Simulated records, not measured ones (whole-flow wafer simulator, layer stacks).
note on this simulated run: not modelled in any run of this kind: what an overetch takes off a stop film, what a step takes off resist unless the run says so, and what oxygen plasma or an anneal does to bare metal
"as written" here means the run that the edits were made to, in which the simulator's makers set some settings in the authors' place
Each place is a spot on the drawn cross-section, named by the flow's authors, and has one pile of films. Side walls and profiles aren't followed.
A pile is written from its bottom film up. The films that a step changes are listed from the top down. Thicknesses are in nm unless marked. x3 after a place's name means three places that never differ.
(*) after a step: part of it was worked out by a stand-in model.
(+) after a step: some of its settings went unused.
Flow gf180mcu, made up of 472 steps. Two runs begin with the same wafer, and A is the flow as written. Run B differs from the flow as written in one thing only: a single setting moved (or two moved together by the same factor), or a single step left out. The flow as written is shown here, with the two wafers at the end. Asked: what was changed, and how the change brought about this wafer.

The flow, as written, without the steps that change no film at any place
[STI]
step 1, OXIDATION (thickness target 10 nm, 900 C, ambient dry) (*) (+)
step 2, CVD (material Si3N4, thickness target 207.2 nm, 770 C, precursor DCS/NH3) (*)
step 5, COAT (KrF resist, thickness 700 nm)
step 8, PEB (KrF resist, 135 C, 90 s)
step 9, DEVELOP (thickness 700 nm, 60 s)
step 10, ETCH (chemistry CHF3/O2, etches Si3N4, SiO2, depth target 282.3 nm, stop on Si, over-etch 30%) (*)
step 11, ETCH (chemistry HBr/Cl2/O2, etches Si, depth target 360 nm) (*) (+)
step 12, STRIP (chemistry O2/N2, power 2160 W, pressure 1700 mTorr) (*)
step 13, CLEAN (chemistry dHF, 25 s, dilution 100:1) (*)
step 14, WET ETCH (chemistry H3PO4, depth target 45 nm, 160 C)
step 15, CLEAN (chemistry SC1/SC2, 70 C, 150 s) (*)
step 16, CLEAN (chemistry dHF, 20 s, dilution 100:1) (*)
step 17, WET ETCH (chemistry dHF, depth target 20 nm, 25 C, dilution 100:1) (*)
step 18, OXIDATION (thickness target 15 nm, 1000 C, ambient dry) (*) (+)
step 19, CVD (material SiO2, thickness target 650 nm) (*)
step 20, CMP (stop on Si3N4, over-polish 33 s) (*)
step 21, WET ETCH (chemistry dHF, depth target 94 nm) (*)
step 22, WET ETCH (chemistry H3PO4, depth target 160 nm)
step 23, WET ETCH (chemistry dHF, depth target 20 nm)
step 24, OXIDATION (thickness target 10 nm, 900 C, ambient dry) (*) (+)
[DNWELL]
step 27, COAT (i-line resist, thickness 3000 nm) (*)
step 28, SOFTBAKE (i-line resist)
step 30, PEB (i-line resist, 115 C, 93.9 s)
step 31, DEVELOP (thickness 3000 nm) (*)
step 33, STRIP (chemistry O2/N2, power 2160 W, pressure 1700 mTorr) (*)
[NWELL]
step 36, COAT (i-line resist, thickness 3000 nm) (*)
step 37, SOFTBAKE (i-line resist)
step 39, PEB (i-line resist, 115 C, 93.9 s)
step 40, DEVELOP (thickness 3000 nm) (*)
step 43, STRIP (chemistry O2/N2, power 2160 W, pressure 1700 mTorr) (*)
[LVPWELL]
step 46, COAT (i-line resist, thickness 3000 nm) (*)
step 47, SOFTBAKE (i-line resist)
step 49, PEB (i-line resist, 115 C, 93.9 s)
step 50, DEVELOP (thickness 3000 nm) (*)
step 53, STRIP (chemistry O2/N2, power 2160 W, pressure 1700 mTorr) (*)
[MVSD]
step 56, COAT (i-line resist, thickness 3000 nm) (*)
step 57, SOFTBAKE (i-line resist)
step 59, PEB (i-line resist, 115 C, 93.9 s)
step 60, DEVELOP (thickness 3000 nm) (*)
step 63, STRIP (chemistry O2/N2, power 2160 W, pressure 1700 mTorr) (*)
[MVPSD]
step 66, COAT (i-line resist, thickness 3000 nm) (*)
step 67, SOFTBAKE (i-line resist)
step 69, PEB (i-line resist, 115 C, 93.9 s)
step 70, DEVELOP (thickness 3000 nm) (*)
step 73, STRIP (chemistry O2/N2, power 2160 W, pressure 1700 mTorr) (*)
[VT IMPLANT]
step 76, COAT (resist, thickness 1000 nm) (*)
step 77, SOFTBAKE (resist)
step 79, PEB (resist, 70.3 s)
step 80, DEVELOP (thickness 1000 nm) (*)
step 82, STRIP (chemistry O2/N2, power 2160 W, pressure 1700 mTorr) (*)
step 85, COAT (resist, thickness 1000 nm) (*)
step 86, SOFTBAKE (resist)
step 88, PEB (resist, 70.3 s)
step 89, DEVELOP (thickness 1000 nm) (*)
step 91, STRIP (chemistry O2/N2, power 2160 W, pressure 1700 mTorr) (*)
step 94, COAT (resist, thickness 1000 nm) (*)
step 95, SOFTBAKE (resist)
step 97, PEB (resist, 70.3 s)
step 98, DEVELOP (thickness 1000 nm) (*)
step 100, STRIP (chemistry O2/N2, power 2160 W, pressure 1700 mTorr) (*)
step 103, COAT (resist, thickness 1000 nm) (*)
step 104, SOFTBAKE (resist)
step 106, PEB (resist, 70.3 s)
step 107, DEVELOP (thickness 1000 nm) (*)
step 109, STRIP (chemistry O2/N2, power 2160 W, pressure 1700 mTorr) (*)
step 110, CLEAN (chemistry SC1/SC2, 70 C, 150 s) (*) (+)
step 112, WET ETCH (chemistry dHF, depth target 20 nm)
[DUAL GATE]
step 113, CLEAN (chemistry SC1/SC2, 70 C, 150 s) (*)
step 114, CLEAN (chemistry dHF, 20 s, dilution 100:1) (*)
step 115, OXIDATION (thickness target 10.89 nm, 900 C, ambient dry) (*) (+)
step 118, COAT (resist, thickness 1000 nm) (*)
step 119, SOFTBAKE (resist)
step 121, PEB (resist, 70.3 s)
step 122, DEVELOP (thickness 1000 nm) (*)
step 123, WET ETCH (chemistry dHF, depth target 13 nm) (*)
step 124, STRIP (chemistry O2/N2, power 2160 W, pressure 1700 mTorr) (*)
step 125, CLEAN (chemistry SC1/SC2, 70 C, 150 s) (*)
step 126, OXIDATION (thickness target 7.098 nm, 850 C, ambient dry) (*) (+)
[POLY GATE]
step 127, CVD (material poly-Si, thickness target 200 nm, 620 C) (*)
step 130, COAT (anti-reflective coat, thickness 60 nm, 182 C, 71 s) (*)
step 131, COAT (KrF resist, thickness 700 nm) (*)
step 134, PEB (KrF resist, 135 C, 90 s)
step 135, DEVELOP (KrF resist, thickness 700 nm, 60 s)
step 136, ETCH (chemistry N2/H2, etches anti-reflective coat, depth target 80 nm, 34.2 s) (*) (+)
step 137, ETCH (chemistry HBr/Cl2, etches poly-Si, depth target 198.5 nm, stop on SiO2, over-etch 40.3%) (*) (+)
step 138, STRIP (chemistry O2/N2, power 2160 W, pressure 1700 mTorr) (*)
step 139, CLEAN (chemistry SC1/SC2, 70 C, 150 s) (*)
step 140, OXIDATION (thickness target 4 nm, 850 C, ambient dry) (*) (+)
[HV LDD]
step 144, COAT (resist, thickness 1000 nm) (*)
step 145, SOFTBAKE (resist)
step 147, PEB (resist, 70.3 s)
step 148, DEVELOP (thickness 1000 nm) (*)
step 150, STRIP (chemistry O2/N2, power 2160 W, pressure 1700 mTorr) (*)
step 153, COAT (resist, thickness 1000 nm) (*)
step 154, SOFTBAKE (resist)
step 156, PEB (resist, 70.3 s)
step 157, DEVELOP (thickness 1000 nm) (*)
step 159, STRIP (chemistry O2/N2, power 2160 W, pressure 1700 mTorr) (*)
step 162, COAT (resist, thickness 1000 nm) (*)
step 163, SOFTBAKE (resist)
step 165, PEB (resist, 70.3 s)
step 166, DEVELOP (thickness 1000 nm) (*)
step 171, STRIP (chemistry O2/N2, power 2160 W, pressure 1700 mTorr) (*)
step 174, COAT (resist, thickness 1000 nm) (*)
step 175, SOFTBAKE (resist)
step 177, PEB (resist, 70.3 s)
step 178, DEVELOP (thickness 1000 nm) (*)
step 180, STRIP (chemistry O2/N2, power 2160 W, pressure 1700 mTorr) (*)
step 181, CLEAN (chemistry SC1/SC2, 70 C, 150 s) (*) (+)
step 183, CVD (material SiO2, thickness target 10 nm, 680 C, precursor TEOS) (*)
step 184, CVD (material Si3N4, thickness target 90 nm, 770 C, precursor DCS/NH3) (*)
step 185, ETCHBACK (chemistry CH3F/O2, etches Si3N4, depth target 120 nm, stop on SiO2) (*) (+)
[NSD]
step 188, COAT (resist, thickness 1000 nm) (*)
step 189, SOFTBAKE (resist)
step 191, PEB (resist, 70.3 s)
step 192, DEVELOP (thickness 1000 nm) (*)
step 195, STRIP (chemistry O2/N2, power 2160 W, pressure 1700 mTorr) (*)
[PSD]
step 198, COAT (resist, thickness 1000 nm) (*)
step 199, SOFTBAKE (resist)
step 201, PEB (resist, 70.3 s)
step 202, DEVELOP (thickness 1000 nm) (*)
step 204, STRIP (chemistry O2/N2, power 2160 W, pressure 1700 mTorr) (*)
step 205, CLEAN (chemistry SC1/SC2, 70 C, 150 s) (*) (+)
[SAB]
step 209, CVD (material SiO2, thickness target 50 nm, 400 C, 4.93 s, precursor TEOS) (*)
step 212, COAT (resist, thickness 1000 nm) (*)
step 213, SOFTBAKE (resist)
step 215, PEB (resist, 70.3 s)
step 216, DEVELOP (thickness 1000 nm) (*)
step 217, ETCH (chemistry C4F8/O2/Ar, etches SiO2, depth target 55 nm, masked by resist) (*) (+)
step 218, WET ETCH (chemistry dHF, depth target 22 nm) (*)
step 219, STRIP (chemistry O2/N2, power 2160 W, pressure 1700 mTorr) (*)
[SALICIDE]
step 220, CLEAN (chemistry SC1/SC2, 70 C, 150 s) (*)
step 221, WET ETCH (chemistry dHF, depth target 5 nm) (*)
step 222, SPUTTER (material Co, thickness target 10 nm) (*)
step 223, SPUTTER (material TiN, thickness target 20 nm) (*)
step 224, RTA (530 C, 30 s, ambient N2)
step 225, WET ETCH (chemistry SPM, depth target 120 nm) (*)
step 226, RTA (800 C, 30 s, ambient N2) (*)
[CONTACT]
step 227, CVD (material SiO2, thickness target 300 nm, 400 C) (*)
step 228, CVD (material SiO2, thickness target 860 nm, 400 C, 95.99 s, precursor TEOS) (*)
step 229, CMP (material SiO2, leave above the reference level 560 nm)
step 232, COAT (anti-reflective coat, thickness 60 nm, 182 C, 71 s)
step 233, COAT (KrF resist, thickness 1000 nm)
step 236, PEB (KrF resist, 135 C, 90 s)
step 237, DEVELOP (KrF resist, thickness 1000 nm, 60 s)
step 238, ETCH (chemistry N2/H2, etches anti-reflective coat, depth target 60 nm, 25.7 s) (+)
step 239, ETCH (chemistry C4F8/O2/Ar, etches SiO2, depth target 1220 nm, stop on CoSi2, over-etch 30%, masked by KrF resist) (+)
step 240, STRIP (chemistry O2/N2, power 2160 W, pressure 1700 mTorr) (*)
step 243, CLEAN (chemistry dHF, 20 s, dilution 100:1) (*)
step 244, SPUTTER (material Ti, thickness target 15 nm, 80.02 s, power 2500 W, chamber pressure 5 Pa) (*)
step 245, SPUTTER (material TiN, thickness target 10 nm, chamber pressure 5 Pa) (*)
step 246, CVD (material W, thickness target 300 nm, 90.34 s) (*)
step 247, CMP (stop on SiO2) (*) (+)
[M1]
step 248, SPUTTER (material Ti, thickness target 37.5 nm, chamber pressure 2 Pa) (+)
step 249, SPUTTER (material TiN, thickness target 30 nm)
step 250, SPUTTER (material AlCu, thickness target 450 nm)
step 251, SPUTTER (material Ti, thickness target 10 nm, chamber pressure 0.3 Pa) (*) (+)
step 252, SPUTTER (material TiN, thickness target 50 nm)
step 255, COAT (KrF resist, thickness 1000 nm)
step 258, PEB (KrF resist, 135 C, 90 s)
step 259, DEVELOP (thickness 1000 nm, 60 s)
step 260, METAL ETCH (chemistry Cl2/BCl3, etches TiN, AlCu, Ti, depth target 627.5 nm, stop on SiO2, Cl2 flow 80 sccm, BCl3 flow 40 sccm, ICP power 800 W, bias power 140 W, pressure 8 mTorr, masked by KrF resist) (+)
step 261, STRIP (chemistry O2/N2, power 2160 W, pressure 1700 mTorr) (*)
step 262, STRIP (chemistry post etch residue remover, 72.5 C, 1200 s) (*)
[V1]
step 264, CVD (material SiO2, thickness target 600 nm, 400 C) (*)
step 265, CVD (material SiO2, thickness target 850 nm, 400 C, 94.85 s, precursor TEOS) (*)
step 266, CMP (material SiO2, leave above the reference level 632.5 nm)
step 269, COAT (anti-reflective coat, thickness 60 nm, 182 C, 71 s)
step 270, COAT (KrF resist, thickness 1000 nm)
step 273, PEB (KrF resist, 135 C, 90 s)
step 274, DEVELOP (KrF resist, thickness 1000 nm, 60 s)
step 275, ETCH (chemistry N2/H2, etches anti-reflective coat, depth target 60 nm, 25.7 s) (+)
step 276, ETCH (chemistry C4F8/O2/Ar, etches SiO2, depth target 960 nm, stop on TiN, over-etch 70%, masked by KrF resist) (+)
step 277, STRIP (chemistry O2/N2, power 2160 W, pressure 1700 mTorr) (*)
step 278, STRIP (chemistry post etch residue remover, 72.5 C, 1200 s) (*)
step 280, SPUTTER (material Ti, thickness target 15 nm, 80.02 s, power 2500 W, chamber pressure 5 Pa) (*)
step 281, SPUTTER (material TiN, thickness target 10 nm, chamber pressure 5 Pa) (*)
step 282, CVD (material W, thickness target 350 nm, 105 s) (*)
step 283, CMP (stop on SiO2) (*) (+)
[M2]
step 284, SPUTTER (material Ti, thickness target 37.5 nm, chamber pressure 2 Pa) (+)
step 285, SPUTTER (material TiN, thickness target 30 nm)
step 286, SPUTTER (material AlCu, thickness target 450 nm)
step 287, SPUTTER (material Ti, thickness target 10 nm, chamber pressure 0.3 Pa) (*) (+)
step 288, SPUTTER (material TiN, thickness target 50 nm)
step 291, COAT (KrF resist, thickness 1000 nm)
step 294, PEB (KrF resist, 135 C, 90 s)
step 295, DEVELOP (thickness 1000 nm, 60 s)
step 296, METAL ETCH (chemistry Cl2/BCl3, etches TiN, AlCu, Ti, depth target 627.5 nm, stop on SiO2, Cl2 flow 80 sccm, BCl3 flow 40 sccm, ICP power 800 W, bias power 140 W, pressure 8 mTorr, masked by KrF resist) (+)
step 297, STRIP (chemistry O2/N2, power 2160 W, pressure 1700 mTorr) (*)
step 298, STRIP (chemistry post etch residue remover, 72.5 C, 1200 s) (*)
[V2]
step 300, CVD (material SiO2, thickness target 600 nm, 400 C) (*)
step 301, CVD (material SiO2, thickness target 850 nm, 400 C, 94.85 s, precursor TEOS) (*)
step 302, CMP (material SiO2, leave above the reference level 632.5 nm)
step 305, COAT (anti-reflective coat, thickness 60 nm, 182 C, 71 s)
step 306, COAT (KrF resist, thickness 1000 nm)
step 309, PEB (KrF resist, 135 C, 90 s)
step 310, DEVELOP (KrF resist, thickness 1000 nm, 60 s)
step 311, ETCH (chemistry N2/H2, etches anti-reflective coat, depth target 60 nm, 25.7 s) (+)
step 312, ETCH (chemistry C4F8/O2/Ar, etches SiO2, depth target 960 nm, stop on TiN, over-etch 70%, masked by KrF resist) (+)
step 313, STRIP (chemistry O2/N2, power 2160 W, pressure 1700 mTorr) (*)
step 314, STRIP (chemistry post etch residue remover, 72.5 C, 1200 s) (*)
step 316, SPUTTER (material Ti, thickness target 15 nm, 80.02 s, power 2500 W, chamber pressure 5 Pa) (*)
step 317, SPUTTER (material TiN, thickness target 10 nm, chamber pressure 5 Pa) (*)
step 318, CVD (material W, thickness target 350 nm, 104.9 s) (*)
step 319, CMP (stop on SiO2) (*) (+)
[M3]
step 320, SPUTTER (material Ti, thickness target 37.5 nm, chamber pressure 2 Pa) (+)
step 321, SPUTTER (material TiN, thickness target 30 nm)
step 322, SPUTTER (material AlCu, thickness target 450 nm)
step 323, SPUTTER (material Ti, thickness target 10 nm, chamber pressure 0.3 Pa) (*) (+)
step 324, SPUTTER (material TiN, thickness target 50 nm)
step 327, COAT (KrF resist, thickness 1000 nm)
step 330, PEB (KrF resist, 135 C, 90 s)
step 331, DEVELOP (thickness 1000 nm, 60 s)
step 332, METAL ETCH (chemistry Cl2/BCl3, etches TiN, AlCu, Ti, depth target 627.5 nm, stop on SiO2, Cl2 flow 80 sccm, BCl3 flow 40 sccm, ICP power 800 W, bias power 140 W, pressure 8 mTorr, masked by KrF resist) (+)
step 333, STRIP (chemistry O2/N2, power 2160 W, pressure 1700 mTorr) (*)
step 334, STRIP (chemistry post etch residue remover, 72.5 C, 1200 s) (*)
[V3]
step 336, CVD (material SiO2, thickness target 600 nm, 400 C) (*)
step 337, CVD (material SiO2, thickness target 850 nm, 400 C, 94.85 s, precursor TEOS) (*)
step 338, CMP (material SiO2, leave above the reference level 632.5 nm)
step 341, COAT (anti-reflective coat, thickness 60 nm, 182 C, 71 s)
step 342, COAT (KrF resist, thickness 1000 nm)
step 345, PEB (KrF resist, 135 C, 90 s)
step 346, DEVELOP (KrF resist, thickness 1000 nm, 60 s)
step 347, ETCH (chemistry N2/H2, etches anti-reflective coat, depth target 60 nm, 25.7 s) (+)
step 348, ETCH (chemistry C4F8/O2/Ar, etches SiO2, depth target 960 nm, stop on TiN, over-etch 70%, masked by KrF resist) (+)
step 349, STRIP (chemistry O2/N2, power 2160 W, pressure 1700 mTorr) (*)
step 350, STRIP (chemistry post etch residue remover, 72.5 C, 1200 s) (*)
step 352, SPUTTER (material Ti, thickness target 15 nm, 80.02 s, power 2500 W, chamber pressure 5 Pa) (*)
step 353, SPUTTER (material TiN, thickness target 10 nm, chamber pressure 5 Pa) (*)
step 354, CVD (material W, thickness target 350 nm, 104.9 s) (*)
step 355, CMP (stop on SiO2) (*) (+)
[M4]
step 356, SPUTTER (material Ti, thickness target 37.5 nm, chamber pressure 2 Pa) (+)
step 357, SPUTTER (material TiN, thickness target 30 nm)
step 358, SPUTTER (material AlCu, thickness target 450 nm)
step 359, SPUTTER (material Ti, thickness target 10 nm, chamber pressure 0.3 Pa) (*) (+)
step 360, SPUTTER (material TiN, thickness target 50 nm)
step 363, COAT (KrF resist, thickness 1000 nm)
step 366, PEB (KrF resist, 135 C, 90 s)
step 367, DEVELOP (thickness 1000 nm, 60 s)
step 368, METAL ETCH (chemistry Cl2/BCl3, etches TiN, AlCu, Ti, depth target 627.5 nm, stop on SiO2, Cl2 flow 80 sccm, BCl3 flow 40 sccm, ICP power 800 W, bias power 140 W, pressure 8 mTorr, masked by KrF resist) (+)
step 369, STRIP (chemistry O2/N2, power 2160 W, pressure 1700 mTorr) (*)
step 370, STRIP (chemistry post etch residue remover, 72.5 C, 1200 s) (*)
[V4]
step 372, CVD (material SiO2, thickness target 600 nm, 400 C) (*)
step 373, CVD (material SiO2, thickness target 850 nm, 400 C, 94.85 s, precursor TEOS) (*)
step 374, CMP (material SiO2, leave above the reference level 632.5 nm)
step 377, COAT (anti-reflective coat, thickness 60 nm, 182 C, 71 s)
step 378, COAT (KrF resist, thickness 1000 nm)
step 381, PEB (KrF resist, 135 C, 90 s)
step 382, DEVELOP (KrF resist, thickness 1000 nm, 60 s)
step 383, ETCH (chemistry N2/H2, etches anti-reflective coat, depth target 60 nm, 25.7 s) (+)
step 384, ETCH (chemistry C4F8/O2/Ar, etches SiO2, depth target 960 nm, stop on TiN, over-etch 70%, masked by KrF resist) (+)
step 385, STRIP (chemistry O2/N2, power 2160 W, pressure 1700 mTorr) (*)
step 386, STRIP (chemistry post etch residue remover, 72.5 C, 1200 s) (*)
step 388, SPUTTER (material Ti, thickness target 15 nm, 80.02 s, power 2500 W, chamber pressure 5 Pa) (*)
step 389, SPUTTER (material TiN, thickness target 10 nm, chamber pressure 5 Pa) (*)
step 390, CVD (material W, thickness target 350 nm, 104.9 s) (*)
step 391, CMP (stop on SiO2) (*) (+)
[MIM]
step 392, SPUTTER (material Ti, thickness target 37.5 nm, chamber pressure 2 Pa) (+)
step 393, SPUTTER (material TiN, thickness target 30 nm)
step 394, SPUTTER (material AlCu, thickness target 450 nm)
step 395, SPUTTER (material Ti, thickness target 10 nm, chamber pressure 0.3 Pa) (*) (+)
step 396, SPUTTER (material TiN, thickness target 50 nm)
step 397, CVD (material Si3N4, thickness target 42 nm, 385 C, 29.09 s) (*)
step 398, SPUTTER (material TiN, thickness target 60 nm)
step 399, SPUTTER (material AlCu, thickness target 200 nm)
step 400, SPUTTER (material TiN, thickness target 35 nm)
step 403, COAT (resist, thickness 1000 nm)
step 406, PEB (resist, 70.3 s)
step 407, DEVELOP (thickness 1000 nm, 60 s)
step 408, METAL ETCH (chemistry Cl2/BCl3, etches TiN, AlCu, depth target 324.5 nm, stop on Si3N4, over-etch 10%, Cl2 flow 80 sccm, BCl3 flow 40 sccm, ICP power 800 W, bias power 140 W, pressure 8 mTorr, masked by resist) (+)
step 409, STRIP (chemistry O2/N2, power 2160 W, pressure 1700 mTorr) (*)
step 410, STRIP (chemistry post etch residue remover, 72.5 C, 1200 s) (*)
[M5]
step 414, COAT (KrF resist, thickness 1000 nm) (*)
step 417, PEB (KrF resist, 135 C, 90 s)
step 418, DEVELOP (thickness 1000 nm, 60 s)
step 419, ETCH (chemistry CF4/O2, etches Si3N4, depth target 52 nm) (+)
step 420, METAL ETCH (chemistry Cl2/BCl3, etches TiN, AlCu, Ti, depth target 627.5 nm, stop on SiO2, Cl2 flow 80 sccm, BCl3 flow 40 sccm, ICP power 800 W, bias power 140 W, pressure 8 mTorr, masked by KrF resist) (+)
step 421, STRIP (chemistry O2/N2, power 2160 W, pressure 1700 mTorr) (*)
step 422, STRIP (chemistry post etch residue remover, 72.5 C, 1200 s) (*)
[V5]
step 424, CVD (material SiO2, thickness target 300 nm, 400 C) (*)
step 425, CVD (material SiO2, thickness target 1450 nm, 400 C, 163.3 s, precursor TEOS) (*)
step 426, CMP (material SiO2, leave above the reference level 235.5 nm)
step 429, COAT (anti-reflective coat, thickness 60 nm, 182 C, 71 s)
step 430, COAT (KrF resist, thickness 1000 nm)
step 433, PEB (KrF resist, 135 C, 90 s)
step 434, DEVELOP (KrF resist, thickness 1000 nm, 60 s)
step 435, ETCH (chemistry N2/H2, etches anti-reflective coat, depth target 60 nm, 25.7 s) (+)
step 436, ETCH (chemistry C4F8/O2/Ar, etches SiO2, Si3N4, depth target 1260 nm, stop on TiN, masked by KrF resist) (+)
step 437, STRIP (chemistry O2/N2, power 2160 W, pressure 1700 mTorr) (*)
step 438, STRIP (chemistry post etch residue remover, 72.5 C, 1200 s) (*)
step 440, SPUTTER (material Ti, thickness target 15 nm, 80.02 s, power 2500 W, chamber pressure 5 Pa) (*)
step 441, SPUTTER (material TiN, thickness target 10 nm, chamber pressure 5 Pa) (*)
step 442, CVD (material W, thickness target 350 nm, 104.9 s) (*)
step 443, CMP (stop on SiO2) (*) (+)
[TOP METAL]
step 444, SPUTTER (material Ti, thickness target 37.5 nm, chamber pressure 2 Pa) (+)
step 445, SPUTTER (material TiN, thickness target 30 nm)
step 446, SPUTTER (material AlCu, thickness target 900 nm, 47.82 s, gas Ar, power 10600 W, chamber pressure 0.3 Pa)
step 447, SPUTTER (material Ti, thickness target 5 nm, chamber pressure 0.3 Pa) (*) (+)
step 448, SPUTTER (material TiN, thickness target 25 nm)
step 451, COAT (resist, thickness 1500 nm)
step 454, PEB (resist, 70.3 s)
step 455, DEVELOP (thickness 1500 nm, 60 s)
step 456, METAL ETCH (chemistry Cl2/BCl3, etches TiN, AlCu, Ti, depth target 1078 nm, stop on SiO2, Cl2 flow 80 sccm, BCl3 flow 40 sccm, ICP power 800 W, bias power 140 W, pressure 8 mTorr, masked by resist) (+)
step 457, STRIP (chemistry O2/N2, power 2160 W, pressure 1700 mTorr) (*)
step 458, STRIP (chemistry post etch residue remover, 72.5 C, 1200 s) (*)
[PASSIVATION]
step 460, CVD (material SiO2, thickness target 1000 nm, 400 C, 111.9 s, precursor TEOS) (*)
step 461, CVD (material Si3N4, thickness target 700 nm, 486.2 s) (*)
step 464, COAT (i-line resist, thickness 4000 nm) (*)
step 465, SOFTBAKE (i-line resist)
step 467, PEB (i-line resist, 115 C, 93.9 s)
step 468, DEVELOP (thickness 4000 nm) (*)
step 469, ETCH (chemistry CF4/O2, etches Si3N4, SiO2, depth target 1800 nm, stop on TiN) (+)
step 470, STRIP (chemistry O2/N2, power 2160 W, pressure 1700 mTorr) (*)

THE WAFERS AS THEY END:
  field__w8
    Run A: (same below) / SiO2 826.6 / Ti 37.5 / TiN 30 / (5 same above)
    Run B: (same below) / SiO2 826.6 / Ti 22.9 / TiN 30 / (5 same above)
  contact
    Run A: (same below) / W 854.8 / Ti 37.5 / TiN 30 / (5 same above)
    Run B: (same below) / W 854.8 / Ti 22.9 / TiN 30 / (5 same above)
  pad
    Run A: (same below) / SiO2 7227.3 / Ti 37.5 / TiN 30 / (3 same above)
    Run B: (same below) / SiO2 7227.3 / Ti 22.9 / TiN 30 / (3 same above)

What caused this: step 444, SPUTTER: thickness target 22.9 nm was run, though the flow has thickness target 37.5 nm.
The wafer lets one read it off: field__w8 has Ti 22.9, and step 444 as written asks for 37.5 nm.

The path from the change to this, step by step:
  step 444, SPUTTER (material Ti, thickness target 37.5 nm, chamber pressure 2 Pa) (+)
      field, field__w1, field__w2 and 109 more: A Ti gains 37.5 (new film) | B Ti gains 22.9 (new film)
  step 456, METAL ETCH (chemistry Cl2/BCl3, etches TiN, AlCu, Ti, depth target 1078 nm, stop on SiO2, Cl2 flow 80 sccm, BCl3 flow 40 sccm, ICP power 800 W, bias power 140 W, pressure 8 mTorr, masked by resist) (+)
      field, field__w1, field__w2 and 103 more: A TiN loses 25 (all of it), Ti loses 5 (all of it), AlCu loses 900 (all of it), TiN loses 30 (all of it), Ti loses 37.5 (all of it) | B TiN loses 25 (all of it), Ti loses 5 (all of it), AlCu loses 900 (all of it), TiN loses 30 (all of it), Ti loses 22.9 (all of it)
  step 465, SOFTBAKE (i-line resist)
      field__w2, field_sub__w4: A i-line resist gains 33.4 | B i-line resist gains 32.6
      field__w11, field__w13: A i-line resist gains 37.6 | B i-line resist gains 36.8
      (also at 56 further places)
